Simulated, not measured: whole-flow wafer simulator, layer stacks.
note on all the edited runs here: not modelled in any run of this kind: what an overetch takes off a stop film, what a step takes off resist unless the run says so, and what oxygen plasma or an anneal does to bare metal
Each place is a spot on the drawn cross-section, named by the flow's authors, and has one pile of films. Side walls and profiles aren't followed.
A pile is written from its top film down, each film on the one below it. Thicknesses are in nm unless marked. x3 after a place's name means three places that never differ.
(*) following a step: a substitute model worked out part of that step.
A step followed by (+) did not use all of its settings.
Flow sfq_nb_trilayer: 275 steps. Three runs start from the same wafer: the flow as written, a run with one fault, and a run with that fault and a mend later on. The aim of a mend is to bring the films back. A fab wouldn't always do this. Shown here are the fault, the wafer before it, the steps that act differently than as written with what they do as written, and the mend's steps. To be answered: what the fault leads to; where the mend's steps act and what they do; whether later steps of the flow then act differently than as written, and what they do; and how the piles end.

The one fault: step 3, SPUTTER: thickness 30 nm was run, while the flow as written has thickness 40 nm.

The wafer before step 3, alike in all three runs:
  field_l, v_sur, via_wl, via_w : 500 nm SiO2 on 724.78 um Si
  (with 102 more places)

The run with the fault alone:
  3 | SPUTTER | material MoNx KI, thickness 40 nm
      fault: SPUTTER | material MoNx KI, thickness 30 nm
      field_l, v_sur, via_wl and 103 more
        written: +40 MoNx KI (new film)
        fault: +30 MoNx KI (new film)
  Steps further on in the flow that do not act as written (9 other steps are not shown; they differ only slightly, by no more than 2% or 0.5 nm, whichever is larger):
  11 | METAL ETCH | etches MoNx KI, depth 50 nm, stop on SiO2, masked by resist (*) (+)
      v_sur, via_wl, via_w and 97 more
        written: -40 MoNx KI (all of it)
        fault: -30 MoNx KI (all of it)
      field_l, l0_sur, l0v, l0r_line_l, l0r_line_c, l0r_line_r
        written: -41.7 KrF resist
        fault: -37.5 KrF resist
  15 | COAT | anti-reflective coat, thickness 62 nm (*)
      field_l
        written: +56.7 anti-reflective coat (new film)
        fault: +57.9 anti-reflective coat (new film)
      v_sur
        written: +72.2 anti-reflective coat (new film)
        fault: +69.7 anti-reflective coat (new film)
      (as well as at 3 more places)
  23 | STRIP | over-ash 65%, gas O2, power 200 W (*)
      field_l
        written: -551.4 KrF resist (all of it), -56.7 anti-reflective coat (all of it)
        fault: -553.6 KrF resist (all of it), -57.9 anti-reflective coat (all of it)
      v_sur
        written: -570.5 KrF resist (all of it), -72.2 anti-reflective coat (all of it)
        fault: -567.6 KrF resist (all of it), -69.7 anti-reflective coat (all of it)
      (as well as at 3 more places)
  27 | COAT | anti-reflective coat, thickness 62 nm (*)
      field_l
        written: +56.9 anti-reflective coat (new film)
        fault: +58.1 anti-reflective coat (new film)
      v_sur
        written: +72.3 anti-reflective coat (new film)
        fault: +69.8 anti-reflective coat (new film)
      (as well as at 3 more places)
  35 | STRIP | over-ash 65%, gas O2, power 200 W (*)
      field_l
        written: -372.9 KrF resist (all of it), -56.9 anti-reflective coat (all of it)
        fault: -375.3 KrF resist (all of it), -58.1 anti-reflective coat (all of it)
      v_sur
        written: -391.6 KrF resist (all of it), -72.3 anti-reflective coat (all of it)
        fault: -389.1 KrF resist (all of it), -69.8 anti-reflective coat (all of it)
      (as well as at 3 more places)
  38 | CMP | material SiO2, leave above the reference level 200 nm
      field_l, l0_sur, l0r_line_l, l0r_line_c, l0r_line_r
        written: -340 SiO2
        fault: -330 SiO2
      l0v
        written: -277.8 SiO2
        fault: -267.8 SiO2
  The piles end different from the flow's at field_l, l0_sur, l0v, l0r_line_l, l0r_line_c, l0r_line_r by more than 2% or 0.5 nm, whichever is larger.
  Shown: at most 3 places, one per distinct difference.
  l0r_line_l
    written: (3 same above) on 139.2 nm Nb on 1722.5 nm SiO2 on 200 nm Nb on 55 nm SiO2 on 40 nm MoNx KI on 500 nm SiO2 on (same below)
    fault: (3 same above) on 139.2 nm Nb on 1732.5 nm SiO2 on 200 nm Nb on 55 nm SiO2 on 30 nm MoNx KI on 500 nm SiO2 on (same below)
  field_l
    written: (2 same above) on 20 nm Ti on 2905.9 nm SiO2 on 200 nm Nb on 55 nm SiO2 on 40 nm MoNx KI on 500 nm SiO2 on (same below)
    fault: (2 same above) on 20 nm Ti on 2915.9 nm SiO2 on 200 nm Nb on 55 nm SiO2 on 30 nm MoNx KI on 500 nm SiO2 on (same below)
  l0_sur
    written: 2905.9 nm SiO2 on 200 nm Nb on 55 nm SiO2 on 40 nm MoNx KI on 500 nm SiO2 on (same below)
    fault: 2915.9 nm SiO2 on 200 nm Nb on 55 nm SiO2 on 30 nm MoNx KI on 500 nm SiO2 on (same below)

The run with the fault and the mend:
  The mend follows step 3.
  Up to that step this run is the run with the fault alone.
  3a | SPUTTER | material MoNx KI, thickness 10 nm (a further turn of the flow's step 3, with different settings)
      field_l, v_sur, via_wl and 103 more
        +10 MoNx KI
  Every later step of the flow that is run acts as written at every place that is followed.
  The piles end the same as the flow's at every place that both follow.
